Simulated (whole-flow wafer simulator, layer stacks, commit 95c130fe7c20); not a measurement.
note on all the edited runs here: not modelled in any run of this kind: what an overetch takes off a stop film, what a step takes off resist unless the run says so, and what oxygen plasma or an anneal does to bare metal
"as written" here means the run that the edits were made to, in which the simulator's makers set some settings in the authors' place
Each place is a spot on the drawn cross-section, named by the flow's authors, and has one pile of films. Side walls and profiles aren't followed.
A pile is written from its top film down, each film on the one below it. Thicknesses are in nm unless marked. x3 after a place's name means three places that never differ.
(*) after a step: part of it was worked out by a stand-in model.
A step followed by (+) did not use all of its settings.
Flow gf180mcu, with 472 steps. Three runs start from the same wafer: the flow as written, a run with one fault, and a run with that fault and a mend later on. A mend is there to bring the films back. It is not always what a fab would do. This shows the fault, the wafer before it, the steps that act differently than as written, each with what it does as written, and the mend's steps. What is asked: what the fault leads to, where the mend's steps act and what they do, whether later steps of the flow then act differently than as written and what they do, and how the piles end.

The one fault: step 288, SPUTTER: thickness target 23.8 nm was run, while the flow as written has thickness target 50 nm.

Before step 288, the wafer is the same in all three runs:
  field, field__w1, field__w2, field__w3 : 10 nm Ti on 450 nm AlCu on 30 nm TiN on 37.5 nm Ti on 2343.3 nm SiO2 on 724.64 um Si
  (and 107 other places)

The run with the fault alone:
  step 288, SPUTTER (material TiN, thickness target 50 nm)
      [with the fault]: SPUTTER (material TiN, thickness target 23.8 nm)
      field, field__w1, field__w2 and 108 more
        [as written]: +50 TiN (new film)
        [with the fault]: +23.8 TiN (new film)
  Steps later in the flow that act otherwise than as written (2 other steps are not shown; they differ only slightly, by no more than 2% or 0.5 nm, whichever is larger):
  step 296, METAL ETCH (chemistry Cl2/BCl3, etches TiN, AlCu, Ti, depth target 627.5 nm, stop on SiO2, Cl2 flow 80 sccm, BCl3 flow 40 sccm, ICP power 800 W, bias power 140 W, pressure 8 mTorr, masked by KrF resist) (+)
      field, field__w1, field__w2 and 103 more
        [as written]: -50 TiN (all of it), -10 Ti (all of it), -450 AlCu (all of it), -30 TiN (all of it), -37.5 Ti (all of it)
        [with the fault]: -23.8 TiN (all of it), -10 Ti (all of it), -450 AlCu (all of it), -30 TiN (all of it), -37.5 Ti (all of it)
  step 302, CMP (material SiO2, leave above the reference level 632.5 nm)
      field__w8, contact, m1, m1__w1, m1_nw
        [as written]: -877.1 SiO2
        [with the fault]: -850.9 SiO2
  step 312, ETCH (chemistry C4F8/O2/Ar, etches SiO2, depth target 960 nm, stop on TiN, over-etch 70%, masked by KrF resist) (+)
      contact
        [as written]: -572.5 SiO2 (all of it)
        [with the fault]: -598.7 SiO2 (all of it)
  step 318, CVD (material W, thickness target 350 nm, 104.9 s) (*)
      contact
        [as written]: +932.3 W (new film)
        [with the fault]: +958.7 W (new film)
  By the end, the piles at field__w8, contact, m1, m1__w1, m1_nw depart from the flow's by more than 2% or 0.5 nm, whichever is larger.
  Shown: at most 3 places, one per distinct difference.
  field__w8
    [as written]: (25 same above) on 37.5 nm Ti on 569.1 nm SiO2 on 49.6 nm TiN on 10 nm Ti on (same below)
    [with the fault]: (25 same above) on 37.5 nm Ti on 595.3 nm SiO2 on 23.4 nm TiN on 10 nm Ti on (same below)
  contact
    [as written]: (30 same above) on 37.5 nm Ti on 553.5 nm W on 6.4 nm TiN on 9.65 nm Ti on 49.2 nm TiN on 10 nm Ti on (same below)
    [with the fault]: (30 same above) on 37.5 nm Ti on 579.9 nm W on 6.31 nm TiN on 9.51 nm Ti on 23 nm TiN on 10 nm Ti on (same below)

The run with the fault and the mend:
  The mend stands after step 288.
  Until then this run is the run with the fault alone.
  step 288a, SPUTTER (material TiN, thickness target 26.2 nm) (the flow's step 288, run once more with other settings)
      field, field__w1, field__w2 and 108 more
        +26.2 TiN
  Every later step of the flow that is run acts as written at every place that is followed.
  By the end, the piles equal the flow's at every place that both follow.
